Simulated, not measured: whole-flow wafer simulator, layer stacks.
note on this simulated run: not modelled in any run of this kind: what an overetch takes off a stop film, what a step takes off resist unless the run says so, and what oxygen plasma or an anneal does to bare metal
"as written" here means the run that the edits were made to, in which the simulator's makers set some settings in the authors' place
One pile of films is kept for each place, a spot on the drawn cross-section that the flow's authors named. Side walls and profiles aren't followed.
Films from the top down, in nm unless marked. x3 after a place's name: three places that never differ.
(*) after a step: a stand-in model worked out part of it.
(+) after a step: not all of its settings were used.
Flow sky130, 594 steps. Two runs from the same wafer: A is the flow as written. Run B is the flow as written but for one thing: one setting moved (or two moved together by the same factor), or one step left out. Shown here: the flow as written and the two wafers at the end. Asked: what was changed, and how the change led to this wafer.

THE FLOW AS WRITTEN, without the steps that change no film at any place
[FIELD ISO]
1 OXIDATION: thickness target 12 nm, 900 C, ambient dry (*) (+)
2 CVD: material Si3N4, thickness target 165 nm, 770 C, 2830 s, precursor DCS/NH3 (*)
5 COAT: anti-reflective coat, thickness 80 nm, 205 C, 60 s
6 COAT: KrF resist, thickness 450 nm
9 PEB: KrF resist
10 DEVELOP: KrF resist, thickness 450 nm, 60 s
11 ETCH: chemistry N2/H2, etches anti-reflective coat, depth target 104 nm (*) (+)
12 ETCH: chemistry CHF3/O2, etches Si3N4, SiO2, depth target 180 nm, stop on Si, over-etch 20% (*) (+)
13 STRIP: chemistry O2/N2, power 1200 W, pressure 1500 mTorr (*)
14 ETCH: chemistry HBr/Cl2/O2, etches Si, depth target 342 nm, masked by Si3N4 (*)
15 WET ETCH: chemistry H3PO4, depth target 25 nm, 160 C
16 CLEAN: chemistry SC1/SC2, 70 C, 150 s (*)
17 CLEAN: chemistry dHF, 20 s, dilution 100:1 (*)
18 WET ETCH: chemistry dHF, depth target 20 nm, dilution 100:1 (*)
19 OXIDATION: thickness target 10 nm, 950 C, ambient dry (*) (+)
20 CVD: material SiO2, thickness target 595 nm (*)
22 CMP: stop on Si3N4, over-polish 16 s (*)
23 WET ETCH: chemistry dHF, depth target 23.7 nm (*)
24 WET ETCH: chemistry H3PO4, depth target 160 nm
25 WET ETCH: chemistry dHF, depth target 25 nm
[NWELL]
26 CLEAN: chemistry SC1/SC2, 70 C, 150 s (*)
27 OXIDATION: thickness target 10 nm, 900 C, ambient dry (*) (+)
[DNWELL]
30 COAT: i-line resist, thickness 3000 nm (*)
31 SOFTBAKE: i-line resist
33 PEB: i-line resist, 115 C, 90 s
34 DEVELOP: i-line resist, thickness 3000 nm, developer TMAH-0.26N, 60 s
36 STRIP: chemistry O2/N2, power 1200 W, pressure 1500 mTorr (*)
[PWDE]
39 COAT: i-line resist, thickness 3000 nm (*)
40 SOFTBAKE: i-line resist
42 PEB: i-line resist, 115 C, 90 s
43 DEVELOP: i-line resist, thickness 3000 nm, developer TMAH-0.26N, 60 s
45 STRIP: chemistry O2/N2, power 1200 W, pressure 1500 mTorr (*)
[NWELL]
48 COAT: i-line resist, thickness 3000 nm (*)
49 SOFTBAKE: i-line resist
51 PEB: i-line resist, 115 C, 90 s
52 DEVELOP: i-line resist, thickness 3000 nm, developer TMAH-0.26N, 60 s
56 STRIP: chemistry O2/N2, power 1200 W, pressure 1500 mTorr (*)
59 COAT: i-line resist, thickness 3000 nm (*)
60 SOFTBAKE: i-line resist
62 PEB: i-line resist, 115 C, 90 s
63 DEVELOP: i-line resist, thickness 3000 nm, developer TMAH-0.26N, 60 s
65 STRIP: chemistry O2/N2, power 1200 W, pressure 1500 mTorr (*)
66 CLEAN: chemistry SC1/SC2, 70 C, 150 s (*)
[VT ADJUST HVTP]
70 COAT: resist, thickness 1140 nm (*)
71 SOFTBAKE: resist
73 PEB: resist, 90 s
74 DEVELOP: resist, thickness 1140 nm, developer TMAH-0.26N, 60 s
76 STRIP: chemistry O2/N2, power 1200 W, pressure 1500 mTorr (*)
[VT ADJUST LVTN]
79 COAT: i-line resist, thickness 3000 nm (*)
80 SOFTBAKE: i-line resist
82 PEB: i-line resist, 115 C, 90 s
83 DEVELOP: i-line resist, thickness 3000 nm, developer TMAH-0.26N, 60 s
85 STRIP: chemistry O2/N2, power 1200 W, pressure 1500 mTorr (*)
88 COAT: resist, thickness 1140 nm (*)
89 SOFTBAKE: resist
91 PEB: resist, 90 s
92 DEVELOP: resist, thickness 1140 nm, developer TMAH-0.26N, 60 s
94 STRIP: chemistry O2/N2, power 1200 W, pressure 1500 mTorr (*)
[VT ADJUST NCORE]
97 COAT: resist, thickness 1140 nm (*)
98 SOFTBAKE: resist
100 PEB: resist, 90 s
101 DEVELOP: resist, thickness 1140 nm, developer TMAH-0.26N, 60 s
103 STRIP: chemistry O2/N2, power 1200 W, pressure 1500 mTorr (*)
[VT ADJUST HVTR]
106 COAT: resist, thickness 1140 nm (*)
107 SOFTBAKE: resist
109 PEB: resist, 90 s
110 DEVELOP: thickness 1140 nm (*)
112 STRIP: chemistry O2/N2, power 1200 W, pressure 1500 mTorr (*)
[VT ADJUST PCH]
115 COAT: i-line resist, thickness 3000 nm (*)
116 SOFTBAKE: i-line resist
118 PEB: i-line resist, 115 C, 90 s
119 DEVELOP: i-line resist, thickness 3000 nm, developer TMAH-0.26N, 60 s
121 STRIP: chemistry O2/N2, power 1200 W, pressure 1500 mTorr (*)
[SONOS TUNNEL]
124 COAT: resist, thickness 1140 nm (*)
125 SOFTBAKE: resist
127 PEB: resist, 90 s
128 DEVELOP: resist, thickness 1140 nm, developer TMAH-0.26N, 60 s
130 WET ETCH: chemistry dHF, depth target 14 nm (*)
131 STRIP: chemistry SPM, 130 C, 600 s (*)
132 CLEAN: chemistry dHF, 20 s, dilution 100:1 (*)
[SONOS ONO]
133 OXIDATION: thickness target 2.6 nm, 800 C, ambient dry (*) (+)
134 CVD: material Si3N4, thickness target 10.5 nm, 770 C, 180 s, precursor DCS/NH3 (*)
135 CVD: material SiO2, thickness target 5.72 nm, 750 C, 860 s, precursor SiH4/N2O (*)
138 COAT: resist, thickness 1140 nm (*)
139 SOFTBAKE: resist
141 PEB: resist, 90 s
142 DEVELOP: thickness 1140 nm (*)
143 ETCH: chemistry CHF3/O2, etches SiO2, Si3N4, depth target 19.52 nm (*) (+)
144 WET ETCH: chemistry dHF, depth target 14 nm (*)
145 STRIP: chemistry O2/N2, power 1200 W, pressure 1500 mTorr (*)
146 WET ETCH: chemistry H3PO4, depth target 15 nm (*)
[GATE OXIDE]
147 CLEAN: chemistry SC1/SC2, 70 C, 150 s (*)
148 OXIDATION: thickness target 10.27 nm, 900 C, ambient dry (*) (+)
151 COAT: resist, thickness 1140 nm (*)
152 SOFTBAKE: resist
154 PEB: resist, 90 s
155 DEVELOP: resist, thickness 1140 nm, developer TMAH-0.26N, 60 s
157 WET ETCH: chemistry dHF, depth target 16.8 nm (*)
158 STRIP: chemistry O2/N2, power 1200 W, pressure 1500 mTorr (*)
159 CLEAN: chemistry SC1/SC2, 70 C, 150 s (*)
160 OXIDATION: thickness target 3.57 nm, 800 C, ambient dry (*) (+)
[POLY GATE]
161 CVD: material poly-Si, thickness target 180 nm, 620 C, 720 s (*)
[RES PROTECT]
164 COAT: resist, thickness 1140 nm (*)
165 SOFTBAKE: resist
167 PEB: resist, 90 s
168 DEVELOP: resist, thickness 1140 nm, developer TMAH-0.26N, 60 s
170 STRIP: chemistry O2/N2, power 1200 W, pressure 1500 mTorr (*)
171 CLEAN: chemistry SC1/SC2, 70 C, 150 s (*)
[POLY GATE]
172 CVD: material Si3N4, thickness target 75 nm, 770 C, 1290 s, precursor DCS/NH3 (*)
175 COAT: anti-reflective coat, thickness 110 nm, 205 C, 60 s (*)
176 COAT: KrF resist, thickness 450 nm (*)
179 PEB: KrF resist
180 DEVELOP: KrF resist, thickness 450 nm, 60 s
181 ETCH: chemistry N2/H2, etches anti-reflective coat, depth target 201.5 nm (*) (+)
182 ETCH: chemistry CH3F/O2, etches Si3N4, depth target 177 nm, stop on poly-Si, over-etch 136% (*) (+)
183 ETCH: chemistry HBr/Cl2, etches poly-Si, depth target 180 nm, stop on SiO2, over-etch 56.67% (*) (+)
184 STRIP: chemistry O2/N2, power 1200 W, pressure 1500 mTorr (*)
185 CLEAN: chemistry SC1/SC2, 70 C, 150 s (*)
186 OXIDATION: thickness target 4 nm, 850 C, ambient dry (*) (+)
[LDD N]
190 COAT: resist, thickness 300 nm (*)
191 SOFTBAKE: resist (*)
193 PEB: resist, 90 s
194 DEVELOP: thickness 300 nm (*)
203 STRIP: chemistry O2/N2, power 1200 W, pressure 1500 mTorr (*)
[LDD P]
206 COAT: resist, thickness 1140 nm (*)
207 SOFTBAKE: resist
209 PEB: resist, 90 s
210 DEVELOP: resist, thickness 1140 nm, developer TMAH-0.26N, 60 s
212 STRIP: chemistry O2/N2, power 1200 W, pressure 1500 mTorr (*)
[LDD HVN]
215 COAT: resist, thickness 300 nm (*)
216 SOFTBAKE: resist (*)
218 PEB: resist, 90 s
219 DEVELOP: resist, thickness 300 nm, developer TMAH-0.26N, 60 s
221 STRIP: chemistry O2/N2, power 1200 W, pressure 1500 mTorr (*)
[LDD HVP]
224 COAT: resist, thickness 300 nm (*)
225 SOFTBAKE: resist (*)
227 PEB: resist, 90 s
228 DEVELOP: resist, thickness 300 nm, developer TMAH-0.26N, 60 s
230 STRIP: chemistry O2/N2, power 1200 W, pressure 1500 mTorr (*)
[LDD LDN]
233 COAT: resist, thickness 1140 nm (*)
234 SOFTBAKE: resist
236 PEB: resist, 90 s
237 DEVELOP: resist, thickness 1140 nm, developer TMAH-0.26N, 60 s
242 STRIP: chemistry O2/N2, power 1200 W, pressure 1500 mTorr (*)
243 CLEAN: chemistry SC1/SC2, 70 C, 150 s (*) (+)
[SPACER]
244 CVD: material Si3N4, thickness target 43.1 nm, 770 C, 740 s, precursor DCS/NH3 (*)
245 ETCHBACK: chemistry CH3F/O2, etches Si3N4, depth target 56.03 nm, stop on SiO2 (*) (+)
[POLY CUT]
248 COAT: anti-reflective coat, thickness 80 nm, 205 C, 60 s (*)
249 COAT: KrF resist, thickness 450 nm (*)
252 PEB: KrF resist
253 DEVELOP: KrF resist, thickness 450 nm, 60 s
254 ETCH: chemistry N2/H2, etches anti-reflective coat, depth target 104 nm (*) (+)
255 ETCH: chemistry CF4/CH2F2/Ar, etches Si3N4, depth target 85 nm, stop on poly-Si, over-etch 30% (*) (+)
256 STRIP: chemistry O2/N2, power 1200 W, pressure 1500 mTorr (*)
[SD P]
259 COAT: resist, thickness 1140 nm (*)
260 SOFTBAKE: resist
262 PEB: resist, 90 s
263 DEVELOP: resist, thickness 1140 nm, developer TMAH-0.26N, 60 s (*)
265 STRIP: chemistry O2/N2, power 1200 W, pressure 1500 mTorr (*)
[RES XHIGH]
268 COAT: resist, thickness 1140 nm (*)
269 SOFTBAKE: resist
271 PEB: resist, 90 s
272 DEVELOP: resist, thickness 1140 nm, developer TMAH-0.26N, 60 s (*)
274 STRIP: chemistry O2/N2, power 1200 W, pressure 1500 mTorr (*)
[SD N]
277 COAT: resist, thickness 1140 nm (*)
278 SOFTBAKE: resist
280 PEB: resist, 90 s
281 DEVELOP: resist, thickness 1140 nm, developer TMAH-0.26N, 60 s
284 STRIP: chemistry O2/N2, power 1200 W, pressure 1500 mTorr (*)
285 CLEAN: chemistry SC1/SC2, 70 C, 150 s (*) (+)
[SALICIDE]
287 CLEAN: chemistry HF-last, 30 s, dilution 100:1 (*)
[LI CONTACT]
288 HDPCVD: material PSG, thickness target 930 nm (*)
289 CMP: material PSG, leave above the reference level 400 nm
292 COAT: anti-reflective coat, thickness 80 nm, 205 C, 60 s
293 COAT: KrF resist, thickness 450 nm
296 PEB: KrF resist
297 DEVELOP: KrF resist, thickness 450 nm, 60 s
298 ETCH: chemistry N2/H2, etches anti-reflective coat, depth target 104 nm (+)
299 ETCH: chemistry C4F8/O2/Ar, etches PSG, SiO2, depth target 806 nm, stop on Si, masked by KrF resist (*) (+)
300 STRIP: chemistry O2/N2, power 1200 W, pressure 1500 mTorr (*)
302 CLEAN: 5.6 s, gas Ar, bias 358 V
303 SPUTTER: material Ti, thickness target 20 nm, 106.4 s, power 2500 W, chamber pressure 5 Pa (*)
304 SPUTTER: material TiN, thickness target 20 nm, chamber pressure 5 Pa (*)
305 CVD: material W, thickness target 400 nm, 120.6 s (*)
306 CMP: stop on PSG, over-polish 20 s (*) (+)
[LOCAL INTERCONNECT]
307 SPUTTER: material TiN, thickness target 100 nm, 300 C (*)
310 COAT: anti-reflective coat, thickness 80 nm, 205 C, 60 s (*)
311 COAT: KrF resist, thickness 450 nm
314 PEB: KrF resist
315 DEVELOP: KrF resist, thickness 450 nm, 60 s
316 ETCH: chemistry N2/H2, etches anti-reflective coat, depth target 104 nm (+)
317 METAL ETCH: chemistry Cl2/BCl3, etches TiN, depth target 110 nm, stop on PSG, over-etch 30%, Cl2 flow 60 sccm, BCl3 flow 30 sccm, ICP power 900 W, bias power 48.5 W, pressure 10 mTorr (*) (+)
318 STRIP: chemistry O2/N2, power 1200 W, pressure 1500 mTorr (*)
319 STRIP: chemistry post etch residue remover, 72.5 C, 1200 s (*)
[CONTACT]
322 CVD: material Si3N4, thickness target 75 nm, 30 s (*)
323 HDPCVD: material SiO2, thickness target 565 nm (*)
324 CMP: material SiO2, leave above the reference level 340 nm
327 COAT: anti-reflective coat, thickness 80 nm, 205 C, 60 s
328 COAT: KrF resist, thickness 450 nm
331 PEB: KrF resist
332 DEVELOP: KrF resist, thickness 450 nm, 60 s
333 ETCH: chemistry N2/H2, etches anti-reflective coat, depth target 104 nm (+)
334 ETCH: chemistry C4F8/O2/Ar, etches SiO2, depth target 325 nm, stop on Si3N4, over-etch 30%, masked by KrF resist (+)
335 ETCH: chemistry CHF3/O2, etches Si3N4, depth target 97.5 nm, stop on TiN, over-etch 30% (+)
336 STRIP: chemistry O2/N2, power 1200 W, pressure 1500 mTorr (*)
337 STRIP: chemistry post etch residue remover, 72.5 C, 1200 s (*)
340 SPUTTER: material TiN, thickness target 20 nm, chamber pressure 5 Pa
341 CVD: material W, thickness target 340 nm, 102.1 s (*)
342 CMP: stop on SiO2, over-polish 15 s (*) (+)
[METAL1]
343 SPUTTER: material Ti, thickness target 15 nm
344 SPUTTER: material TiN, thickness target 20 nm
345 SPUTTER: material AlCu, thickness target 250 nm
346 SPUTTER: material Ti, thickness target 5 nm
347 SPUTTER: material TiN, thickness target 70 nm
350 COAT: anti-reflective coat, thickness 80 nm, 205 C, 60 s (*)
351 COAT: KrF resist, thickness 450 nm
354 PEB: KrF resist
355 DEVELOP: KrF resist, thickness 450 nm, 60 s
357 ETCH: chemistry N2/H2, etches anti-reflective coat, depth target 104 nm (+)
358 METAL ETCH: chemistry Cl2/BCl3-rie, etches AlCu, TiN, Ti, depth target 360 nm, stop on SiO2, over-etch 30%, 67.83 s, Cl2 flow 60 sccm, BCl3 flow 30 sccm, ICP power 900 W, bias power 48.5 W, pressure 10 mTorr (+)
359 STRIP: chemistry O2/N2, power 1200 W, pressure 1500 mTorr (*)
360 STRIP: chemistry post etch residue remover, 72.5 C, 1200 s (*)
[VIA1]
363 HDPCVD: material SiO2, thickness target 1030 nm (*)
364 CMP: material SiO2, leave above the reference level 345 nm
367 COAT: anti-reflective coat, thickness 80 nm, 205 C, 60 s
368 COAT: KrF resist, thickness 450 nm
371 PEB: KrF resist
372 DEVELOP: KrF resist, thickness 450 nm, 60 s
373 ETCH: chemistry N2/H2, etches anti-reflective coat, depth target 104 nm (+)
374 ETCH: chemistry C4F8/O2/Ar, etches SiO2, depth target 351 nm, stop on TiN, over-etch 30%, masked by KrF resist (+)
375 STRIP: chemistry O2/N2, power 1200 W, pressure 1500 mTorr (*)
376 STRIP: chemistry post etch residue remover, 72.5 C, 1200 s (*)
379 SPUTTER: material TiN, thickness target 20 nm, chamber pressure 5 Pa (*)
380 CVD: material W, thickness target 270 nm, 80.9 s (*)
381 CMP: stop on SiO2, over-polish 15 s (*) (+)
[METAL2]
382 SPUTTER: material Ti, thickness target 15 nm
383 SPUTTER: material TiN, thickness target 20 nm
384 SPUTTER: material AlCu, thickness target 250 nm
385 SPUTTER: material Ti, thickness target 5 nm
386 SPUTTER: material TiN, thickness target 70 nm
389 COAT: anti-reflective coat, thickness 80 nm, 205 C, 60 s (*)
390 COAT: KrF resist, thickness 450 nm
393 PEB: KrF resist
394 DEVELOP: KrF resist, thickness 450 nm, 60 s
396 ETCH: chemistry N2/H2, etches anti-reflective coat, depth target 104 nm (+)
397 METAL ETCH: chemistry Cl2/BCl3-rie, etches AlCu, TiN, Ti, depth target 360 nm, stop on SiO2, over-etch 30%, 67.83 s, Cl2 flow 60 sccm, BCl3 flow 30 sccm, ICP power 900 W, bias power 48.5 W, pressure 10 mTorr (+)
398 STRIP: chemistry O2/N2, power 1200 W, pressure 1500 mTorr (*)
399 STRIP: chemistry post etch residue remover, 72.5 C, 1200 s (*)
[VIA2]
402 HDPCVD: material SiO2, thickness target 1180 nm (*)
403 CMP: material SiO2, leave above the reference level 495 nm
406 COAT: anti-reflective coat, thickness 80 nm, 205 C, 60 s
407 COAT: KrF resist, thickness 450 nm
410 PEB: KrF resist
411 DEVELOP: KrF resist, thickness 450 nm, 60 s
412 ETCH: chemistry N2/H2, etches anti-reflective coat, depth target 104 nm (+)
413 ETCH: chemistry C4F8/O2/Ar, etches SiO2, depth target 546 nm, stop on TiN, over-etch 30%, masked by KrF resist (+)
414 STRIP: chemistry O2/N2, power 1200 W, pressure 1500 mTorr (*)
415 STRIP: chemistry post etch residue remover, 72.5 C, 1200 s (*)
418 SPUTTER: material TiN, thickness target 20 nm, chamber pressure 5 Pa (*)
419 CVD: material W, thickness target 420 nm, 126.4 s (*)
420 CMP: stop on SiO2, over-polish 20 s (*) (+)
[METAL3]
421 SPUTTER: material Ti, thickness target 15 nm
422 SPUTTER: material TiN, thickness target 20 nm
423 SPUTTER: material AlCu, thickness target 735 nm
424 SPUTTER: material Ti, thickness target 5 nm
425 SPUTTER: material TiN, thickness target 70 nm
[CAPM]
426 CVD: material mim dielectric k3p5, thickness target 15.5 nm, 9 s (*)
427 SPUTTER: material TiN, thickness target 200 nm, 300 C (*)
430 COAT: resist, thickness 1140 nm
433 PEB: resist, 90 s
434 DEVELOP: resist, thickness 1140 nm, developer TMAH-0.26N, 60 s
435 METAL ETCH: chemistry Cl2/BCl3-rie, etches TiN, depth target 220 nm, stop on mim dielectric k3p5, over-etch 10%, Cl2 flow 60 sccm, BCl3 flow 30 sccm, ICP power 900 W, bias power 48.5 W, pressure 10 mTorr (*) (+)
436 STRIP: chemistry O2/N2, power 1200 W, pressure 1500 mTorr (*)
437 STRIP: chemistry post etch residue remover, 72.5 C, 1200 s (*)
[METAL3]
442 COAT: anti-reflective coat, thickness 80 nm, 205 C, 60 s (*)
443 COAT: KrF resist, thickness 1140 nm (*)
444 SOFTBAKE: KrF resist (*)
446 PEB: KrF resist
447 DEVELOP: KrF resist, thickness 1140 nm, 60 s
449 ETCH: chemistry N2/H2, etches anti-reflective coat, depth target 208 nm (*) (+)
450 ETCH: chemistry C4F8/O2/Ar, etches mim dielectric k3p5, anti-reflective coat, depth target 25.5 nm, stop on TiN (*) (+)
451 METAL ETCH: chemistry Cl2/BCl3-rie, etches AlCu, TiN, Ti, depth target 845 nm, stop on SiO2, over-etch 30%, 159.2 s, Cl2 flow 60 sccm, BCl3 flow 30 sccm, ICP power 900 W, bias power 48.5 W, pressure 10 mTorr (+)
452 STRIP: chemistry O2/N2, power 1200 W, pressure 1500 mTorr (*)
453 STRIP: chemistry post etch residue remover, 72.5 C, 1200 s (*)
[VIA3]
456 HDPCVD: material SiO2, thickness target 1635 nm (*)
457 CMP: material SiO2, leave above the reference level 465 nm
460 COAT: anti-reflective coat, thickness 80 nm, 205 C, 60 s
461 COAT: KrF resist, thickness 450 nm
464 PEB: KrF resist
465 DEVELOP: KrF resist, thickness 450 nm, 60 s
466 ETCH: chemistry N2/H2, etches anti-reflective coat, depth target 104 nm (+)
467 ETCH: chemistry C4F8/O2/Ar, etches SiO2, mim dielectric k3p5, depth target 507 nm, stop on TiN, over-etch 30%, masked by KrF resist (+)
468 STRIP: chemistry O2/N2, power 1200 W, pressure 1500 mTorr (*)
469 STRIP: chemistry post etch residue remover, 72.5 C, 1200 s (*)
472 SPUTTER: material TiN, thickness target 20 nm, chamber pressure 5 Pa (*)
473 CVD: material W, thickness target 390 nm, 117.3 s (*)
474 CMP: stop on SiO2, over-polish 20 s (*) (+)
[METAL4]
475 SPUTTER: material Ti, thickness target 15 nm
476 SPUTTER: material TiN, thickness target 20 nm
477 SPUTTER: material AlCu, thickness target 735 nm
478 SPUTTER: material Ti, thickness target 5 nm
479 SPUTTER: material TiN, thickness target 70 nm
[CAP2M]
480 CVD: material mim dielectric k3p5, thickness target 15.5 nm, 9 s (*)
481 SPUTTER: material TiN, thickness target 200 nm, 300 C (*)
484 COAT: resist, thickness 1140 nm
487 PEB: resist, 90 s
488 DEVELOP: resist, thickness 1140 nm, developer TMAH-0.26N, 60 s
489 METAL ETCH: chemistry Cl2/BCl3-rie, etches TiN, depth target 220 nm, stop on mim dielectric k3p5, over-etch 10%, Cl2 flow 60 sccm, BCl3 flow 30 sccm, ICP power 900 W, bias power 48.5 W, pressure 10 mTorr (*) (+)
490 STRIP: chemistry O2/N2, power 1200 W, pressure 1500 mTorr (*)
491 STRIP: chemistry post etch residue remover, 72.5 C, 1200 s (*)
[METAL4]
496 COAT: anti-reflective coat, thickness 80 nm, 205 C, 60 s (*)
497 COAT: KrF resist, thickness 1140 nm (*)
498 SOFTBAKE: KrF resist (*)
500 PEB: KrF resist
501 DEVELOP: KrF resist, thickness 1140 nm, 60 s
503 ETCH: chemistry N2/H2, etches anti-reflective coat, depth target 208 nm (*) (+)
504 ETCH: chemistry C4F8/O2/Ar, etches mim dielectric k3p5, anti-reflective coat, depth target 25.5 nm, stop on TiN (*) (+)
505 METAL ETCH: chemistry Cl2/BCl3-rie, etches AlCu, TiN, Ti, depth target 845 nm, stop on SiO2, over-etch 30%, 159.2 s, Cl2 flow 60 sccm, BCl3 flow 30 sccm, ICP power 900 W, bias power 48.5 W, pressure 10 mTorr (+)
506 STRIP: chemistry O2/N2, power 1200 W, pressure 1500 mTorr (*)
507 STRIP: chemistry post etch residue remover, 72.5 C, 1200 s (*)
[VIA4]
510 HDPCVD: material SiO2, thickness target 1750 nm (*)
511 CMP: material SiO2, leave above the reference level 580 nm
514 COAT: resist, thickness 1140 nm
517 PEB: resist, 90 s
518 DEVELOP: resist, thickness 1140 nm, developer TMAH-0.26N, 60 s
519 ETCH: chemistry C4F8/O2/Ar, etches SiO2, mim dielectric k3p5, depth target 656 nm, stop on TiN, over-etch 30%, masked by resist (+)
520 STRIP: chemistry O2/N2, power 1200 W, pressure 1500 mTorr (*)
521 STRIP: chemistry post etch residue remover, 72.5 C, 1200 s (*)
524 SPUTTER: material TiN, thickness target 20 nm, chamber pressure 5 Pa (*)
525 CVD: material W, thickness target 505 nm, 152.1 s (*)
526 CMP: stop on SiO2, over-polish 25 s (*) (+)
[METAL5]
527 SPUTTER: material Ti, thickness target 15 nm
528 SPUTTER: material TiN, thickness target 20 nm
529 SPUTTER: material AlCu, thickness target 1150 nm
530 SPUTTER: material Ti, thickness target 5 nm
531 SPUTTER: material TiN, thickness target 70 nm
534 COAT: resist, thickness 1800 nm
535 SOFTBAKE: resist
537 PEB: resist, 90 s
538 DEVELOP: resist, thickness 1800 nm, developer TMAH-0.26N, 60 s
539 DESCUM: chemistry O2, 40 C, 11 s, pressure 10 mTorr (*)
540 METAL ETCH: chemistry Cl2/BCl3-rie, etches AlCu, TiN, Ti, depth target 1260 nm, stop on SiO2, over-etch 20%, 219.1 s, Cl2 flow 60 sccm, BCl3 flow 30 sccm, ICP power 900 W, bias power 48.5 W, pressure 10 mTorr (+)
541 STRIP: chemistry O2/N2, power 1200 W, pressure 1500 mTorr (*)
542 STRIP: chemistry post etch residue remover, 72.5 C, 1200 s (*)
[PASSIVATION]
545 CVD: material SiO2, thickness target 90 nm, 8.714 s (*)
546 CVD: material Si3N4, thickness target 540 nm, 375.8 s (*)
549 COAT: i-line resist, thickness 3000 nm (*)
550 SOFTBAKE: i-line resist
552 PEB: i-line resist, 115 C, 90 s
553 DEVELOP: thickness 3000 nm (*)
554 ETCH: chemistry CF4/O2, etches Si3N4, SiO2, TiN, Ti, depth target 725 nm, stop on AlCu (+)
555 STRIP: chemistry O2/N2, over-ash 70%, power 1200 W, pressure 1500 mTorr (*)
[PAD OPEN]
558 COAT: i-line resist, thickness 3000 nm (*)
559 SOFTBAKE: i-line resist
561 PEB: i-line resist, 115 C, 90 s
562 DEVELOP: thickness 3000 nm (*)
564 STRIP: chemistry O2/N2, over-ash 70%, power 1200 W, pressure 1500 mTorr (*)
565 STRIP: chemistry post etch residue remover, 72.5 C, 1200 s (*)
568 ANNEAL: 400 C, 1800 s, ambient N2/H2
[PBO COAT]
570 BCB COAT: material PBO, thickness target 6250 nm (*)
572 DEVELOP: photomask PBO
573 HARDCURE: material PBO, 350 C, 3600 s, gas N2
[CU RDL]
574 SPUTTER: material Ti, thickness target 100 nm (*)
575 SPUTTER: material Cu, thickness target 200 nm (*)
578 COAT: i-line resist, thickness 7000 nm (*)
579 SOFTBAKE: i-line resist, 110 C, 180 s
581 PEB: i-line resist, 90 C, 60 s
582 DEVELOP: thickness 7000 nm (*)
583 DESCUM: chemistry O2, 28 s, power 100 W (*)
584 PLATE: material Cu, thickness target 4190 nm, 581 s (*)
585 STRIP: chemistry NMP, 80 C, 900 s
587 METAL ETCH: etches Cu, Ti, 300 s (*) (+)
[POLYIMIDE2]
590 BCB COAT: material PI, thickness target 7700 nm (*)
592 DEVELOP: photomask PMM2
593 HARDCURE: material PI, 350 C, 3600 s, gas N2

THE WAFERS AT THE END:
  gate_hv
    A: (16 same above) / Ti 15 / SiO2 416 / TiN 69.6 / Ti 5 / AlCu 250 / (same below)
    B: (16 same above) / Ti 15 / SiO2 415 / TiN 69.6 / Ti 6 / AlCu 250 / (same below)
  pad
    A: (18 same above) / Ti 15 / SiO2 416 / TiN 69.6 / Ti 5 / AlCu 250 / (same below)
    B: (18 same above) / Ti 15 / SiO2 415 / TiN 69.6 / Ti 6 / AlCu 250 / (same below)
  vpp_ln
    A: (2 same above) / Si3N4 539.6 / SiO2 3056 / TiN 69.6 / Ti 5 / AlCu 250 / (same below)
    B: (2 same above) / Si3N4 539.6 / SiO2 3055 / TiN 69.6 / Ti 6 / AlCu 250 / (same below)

The cause: step 385, SPUTTER: thickness target 6 nm was run, where the flow has thickness target 5 nm.
It can be read off the wafer: gate_hv has Ti 6, and step 385 as written asks for 5 nm.

How the change led to this, step by step:
  385 SPUTTER: material Ti, thickness target 5 nm
      field, active, n_well and 188 more: A Ti +5 (new film) | B Ti +6 (new film)
  397 METAL ETCH: chemistry Cl2/BCl3-rie, etches AlCu, TiN, Ti, depth target 360 nm, stop on SiO2, over-etch 30%, 67.83 s, Cl2 flow 60 sccm, BCl3 flow 30 sccm, ICP power 900 W, bias power 48.5 W, pressure 10 mTorr (+)
      field, active, gate and 82 more: A TiN -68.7 (all of it), Ti -5 (all of it), AlCu -250 (all of it), TiN -20 (all of it), Ti -15 (all of it), SiO2 -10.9 | B TiN -68.7 (all of it), Ti -6 (all of it), AlCu -250 (all of it), TiN -20 (all of it), Ti -15 (all of it), SiO2 -10.8
